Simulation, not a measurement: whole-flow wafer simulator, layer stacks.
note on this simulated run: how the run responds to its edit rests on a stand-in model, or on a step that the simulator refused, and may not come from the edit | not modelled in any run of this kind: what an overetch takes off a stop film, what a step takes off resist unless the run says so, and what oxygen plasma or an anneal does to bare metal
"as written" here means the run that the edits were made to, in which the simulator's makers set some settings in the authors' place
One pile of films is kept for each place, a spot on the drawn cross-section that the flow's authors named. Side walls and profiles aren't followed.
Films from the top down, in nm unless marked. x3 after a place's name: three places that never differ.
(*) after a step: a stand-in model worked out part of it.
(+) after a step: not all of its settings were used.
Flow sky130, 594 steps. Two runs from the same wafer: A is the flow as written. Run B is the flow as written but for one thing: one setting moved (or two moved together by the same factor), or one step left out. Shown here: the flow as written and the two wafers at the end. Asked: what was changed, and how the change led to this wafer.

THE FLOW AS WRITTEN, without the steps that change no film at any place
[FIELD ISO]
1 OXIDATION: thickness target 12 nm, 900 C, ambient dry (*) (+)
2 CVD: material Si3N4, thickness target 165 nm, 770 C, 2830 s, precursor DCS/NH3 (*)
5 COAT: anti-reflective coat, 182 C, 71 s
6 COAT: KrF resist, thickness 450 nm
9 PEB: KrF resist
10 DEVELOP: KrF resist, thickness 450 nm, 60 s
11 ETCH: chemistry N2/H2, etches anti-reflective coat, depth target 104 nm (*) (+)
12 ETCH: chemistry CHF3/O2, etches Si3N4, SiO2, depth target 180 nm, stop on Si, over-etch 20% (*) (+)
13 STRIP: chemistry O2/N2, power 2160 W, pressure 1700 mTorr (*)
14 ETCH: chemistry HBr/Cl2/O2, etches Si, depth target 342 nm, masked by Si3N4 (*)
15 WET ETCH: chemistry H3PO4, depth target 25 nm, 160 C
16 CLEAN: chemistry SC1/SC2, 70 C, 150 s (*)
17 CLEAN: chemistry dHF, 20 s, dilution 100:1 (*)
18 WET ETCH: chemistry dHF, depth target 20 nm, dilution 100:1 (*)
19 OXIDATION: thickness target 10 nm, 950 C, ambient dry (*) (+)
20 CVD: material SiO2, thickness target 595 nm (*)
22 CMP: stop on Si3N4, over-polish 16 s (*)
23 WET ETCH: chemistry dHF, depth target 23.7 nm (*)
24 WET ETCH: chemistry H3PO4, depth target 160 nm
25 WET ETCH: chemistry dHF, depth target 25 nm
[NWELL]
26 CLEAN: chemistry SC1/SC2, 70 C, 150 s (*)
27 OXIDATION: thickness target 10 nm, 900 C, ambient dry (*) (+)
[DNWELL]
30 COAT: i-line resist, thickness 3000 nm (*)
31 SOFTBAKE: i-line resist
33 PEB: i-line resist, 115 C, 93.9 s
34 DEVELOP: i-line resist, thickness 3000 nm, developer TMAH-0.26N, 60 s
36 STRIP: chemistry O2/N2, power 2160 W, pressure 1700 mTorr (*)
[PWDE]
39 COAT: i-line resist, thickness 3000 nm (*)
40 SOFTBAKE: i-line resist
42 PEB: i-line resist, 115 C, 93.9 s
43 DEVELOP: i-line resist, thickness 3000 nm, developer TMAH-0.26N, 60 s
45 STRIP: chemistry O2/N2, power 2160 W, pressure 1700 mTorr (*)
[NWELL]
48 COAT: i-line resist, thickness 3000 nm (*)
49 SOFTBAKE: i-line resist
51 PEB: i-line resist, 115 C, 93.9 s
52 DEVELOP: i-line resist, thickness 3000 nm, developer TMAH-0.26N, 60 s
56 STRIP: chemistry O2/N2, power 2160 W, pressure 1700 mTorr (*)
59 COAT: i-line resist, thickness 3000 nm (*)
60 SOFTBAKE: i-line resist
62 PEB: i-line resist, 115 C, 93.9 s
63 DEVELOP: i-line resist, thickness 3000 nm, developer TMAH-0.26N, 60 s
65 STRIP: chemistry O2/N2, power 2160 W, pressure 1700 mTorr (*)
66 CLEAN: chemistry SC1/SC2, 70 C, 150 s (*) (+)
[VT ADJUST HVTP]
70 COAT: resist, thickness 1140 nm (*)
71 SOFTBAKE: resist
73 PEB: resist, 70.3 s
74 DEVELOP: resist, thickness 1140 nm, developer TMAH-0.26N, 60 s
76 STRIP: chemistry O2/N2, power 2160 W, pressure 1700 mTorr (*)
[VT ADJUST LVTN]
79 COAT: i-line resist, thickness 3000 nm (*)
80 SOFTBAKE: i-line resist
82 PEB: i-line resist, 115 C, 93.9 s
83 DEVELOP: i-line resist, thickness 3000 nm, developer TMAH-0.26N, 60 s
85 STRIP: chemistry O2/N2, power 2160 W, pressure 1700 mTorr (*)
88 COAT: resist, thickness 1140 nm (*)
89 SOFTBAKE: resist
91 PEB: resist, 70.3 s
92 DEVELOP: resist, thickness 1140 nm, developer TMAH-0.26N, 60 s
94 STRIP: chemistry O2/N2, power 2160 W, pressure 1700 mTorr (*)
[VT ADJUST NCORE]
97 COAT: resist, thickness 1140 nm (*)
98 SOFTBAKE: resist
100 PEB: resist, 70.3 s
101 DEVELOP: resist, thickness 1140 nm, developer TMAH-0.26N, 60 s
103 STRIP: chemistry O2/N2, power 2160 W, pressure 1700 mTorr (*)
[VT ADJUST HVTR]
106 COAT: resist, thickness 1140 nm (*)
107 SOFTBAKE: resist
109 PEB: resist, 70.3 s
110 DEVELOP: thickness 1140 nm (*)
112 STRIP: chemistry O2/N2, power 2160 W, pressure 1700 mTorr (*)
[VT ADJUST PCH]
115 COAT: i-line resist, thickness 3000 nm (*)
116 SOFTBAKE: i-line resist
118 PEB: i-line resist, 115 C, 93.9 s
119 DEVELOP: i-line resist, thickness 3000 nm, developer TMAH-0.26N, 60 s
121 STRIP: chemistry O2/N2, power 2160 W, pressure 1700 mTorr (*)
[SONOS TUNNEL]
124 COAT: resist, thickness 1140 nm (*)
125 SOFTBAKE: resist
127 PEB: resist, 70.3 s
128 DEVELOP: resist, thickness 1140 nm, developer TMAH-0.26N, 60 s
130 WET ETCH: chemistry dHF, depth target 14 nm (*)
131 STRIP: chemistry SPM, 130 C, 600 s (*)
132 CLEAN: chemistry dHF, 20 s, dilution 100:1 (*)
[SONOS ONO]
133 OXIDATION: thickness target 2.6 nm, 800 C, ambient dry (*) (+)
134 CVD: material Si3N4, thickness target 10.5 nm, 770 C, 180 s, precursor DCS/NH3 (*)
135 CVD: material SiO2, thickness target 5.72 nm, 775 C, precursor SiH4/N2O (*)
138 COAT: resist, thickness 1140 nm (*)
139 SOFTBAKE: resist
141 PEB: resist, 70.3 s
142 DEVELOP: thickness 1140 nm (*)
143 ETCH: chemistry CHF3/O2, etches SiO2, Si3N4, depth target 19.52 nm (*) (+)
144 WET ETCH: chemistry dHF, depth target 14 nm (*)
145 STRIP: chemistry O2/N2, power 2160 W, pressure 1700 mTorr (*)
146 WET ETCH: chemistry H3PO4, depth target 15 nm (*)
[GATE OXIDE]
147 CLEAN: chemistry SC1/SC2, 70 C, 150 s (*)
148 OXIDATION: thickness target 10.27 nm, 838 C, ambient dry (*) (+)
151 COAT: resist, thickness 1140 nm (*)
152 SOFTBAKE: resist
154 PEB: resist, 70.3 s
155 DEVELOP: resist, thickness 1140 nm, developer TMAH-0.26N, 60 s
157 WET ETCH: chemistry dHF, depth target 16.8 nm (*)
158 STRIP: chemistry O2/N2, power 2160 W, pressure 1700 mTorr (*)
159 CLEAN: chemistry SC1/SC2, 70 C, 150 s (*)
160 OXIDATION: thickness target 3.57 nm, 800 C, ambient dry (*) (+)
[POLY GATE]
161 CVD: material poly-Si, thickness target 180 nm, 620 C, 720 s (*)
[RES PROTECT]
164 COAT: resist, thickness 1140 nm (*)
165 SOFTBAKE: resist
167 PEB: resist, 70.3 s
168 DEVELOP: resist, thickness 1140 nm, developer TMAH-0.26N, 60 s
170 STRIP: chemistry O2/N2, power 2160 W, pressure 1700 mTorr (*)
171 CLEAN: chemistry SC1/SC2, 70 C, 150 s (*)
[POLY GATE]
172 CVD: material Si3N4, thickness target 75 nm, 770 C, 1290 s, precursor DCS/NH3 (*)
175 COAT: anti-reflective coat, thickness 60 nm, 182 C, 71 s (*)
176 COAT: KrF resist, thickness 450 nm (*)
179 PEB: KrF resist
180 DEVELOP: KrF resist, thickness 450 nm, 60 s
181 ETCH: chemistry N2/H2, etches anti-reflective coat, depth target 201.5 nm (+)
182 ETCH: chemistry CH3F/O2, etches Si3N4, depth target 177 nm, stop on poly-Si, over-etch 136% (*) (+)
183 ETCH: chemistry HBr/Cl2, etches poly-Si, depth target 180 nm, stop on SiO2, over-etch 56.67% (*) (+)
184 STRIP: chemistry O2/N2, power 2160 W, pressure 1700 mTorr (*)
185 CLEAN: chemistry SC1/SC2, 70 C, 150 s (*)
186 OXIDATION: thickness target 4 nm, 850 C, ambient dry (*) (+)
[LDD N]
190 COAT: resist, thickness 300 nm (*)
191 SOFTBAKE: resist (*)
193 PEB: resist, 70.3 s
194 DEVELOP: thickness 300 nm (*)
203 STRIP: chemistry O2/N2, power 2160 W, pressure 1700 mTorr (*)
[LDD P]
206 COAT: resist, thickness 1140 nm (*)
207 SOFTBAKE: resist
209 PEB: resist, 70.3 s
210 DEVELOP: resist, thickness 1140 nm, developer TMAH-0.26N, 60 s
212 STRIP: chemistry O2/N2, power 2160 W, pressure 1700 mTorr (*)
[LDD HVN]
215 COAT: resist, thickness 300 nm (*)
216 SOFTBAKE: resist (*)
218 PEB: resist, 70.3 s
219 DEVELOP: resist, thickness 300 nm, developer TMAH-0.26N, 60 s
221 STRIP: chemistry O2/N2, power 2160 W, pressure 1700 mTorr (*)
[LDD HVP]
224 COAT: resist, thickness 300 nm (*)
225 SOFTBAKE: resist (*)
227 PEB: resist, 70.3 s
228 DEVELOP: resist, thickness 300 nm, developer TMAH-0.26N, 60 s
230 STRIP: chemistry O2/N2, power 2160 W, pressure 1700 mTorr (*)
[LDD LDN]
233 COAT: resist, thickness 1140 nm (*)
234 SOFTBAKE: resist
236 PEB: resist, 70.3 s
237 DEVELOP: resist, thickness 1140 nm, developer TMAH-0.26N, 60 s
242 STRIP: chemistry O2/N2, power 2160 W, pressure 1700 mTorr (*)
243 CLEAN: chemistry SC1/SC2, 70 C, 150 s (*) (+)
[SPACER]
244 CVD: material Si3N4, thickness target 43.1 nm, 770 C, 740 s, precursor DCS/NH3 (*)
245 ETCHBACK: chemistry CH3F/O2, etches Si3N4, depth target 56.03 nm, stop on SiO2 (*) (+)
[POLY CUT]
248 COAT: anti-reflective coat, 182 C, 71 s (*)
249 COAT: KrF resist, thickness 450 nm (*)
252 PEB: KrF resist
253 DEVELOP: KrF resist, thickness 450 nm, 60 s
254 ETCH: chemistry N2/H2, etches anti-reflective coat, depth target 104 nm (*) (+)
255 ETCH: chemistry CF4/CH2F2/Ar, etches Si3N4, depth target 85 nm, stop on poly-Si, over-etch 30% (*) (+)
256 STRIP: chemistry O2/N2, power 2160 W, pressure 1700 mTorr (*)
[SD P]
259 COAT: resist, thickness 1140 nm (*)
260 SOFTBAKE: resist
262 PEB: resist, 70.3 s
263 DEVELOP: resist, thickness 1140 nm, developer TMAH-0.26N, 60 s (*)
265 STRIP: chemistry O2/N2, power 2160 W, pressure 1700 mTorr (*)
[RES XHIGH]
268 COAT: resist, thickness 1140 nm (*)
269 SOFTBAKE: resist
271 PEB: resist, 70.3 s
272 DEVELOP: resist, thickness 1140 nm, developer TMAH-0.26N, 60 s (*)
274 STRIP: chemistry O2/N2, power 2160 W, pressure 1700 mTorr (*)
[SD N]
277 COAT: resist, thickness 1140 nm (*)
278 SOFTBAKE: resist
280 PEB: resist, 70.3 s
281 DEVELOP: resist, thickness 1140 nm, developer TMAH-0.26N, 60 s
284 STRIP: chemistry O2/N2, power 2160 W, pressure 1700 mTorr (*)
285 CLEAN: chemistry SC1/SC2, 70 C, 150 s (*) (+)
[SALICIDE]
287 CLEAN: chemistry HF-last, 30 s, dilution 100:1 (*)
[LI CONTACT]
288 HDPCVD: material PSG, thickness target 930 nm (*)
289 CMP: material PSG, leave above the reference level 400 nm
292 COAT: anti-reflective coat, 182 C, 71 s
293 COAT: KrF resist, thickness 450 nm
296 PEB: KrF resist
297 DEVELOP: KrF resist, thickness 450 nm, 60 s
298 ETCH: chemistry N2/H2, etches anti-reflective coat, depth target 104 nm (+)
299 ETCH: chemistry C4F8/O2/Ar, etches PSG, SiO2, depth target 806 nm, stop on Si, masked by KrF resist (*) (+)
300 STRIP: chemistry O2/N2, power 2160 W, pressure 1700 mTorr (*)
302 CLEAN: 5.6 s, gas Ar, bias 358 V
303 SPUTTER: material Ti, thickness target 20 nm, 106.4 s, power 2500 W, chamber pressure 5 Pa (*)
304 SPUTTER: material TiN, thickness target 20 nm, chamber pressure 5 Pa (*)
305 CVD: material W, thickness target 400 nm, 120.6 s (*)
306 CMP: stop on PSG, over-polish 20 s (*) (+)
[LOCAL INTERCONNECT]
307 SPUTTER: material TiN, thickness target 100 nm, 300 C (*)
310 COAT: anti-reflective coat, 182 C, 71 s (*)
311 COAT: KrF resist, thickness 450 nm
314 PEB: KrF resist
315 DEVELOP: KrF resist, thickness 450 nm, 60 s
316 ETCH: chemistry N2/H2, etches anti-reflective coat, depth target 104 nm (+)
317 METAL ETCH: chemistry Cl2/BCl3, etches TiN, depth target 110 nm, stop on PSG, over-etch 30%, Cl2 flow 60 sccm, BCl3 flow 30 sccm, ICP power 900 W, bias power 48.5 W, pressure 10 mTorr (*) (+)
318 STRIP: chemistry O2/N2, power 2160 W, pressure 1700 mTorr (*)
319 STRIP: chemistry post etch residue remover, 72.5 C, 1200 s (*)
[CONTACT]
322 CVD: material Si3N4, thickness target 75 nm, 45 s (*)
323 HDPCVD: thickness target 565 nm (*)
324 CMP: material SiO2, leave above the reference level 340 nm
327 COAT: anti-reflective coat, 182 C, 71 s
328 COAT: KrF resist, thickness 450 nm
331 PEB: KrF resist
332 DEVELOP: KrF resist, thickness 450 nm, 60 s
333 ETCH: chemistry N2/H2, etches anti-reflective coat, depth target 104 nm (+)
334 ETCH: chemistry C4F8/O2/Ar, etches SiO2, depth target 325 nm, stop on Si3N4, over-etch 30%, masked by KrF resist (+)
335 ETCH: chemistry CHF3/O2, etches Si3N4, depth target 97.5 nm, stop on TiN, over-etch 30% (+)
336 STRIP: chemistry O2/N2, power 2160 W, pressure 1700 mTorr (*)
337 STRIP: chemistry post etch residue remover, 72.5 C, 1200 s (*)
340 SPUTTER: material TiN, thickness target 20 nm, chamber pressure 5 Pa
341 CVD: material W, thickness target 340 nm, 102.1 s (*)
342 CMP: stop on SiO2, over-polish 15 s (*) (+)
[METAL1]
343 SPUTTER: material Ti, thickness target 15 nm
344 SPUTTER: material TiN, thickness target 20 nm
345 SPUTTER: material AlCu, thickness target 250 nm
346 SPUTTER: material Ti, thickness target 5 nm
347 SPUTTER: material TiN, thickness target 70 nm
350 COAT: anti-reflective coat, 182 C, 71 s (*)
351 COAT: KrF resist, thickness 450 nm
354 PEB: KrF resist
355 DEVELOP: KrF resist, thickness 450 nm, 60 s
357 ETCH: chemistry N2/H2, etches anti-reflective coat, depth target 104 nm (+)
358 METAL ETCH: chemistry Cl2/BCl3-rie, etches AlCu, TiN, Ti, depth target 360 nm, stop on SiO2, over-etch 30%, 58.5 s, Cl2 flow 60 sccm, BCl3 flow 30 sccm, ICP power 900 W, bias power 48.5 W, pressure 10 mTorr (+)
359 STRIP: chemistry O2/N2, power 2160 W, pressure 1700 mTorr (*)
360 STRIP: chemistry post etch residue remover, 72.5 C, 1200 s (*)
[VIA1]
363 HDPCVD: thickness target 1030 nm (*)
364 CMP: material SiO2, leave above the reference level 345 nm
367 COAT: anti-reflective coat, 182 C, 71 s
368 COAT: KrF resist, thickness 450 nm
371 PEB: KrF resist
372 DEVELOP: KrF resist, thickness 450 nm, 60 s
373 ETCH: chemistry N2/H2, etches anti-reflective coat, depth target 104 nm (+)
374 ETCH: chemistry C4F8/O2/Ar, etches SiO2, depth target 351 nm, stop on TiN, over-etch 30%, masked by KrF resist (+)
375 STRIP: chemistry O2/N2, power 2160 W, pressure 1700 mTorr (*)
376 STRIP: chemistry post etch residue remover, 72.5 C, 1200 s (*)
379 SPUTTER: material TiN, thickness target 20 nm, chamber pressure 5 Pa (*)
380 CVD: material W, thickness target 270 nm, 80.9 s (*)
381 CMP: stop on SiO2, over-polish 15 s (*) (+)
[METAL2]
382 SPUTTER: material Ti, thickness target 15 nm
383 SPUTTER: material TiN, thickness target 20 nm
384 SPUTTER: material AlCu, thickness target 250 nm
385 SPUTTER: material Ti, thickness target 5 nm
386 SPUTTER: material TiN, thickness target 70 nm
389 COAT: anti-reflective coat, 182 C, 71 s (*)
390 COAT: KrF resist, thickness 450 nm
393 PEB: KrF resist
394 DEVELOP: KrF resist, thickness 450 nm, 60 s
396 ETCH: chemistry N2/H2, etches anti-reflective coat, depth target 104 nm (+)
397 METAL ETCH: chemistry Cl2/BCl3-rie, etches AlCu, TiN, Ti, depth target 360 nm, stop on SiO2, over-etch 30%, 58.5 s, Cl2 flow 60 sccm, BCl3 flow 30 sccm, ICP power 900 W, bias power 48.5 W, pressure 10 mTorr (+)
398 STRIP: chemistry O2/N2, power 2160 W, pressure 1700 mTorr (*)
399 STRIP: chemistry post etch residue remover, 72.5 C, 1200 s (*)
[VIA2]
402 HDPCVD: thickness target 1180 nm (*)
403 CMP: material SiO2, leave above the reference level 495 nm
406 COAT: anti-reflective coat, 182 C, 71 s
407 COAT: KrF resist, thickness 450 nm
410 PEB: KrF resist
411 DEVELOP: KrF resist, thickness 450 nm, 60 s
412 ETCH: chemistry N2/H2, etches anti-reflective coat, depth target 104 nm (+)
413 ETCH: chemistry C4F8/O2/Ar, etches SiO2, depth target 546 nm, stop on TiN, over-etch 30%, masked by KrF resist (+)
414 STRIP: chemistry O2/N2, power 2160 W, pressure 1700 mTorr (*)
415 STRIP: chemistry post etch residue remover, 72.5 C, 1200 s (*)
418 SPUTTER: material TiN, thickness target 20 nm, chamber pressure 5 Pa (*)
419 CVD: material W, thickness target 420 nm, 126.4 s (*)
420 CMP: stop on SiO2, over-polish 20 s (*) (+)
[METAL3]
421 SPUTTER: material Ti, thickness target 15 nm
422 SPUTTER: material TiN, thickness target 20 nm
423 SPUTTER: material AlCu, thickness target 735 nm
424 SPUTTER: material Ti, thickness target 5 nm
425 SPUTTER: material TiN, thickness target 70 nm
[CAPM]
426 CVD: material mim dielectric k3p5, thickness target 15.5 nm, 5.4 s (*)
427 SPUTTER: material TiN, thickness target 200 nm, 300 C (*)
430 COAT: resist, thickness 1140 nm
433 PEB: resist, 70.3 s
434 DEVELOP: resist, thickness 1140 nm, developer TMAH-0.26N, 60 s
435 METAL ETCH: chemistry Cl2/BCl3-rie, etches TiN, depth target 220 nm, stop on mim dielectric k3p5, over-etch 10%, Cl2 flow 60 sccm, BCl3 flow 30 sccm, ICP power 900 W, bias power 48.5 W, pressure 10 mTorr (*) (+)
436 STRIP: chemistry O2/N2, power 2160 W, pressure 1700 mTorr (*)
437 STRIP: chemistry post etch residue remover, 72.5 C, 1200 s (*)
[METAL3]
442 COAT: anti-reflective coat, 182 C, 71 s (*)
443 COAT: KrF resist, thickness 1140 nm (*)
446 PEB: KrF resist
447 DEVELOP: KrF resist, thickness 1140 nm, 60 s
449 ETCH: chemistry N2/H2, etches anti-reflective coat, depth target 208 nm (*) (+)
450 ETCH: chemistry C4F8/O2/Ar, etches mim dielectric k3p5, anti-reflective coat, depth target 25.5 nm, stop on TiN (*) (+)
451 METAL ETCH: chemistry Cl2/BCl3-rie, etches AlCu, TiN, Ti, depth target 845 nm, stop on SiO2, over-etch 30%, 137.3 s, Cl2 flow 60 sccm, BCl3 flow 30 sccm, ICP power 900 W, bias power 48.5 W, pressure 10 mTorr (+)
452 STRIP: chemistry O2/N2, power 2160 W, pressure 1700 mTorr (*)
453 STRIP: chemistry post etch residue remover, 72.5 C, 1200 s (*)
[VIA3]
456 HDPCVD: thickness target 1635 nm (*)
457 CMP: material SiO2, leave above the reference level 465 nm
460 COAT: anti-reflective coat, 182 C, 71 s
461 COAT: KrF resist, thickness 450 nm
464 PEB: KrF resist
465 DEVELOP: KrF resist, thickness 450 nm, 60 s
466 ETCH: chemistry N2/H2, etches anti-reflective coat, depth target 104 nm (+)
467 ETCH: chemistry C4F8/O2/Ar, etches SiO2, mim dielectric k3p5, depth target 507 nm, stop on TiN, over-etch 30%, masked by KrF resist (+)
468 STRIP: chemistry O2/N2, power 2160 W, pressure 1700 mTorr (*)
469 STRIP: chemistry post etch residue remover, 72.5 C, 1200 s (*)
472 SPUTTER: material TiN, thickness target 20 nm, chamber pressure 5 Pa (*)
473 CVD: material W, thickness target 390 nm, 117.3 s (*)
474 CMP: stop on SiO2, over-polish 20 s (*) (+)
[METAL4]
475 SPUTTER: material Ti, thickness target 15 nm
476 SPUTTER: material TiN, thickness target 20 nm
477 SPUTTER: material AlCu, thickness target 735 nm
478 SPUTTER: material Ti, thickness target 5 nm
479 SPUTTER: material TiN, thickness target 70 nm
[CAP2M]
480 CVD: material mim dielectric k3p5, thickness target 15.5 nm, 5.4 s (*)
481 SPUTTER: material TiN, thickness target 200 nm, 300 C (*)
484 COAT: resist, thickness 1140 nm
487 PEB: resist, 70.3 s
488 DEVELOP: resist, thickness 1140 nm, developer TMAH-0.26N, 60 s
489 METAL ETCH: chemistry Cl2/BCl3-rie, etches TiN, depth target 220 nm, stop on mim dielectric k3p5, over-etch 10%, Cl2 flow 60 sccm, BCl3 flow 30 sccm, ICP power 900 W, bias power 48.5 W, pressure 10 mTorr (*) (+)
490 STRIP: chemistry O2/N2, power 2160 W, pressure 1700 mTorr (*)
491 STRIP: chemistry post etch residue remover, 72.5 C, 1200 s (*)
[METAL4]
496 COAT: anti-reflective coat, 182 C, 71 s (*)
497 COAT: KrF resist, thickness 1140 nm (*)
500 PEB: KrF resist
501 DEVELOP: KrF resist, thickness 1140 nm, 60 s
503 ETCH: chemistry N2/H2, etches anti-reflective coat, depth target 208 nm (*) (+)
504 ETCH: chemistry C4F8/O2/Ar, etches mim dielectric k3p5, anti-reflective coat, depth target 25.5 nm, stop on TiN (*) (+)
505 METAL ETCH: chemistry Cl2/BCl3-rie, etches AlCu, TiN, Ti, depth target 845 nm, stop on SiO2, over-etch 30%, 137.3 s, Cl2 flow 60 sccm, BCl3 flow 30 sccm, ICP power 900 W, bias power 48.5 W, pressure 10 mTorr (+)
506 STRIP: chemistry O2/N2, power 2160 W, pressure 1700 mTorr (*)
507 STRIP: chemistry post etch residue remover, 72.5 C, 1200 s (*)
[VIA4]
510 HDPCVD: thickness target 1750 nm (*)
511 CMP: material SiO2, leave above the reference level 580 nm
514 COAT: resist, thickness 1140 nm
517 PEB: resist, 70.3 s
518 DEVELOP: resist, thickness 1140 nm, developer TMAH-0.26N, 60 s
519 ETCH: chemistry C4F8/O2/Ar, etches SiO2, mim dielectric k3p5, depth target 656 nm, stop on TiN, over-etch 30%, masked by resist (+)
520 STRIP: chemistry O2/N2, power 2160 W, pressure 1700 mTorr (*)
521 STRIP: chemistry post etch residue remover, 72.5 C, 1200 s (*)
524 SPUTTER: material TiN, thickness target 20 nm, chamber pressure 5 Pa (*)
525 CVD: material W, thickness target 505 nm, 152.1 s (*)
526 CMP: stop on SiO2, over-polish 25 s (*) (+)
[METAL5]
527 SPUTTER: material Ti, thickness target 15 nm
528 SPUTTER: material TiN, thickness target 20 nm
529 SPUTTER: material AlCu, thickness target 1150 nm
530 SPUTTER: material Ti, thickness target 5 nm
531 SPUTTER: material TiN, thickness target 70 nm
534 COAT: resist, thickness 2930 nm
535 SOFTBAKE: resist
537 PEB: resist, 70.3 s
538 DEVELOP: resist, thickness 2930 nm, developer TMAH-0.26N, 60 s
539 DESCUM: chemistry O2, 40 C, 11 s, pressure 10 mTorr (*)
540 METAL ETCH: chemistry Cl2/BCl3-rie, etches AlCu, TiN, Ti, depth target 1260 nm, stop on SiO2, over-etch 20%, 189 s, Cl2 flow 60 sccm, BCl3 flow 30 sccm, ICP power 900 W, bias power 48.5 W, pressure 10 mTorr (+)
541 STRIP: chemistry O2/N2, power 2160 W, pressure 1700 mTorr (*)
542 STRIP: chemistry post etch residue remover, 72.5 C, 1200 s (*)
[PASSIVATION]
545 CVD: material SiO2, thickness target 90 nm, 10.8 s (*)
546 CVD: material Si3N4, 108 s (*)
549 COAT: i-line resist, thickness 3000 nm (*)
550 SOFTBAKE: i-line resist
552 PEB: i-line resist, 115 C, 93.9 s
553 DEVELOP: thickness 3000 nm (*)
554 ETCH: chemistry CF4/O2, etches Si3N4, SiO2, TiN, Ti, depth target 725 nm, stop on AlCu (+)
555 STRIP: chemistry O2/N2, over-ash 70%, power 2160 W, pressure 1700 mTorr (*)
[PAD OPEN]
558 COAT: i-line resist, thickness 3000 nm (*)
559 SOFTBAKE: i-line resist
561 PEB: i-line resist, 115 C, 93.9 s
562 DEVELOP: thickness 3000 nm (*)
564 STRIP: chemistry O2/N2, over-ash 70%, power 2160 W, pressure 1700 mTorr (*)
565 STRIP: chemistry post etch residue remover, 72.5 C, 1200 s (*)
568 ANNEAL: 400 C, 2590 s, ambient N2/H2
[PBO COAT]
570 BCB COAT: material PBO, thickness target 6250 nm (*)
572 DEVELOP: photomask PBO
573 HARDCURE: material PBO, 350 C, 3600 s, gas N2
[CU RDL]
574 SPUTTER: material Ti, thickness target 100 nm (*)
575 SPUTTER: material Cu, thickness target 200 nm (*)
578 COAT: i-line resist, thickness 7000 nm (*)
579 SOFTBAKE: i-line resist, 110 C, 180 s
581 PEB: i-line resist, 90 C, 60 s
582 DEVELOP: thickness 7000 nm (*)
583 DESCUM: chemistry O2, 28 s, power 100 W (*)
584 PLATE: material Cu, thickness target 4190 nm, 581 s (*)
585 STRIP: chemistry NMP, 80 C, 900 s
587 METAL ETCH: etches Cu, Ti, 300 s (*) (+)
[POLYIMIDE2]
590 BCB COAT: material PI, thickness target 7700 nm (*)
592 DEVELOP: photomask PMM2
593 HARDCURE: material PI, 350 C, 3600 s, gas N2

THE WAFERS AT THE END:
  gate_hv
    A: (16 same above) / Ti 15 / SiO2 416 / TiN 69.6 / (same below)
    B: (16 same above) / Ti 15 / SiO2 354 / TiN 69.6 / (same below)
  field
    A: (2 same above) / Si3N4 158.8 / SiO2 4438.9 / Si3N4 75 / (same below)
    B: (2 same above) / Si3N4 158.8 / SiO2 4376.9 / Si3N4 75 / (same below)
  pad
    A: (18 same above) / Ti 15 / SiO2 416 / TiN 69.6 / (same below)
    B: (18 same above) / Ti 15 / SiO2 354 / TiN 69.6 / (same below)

The cause: step 403, CMP: leave above the reference level 433 nm was run, where the flow has leave above the reference level 495 nm.

How the change led to this, step by step:
  403 CMP: material SiO2, leave above the reference level 495 nm
      n_well, p_well, gate_hv and 101 more: A SiO2 -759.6 | B SiO2 -821.6
      field, active, gate and 82 more: A SiO2 -389.1 | B SiO2 -451.1
      (and at 2 more places)
  413 ETCH: chemistry C4F8/O2/Ar, etches SiO2, depth target 546 nm, stop on TiN, over-etch 30%, masked by KrF resist (+)
      field, active, n_well and 186 more: A KrF resist -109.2 | B KrF resist -93.2
      m1: A SiO2 -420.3 (all of it) | B SiO2 -358.3 (all of it)
      (and at 1 more place)
  414 STRIP: chemistry O2/N2, power 2160 W, pressure 1700 mTorr (*)
      field, active, n_well and 186 more: A KrF resist -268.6 (all of it), anti-reflective coat -80 (all of it) | B KrF resist -284.7 (all of it), anti-reflective coat -80 (all of it)
  418 SPUTTER: material TiN, thickness target 20 nm, chamber pressure 5 Pa (*)
      m1, via2_hole: A TiN +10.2 | B TiN +11
  419 CVD: material W, thickness target 420 nm, 126.4 s (*)
      m1: A W +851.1 (new film) | B W +788.3 (new film)
      via2_hole: A W +850.7 (new film) | B W +787.8 (new film)
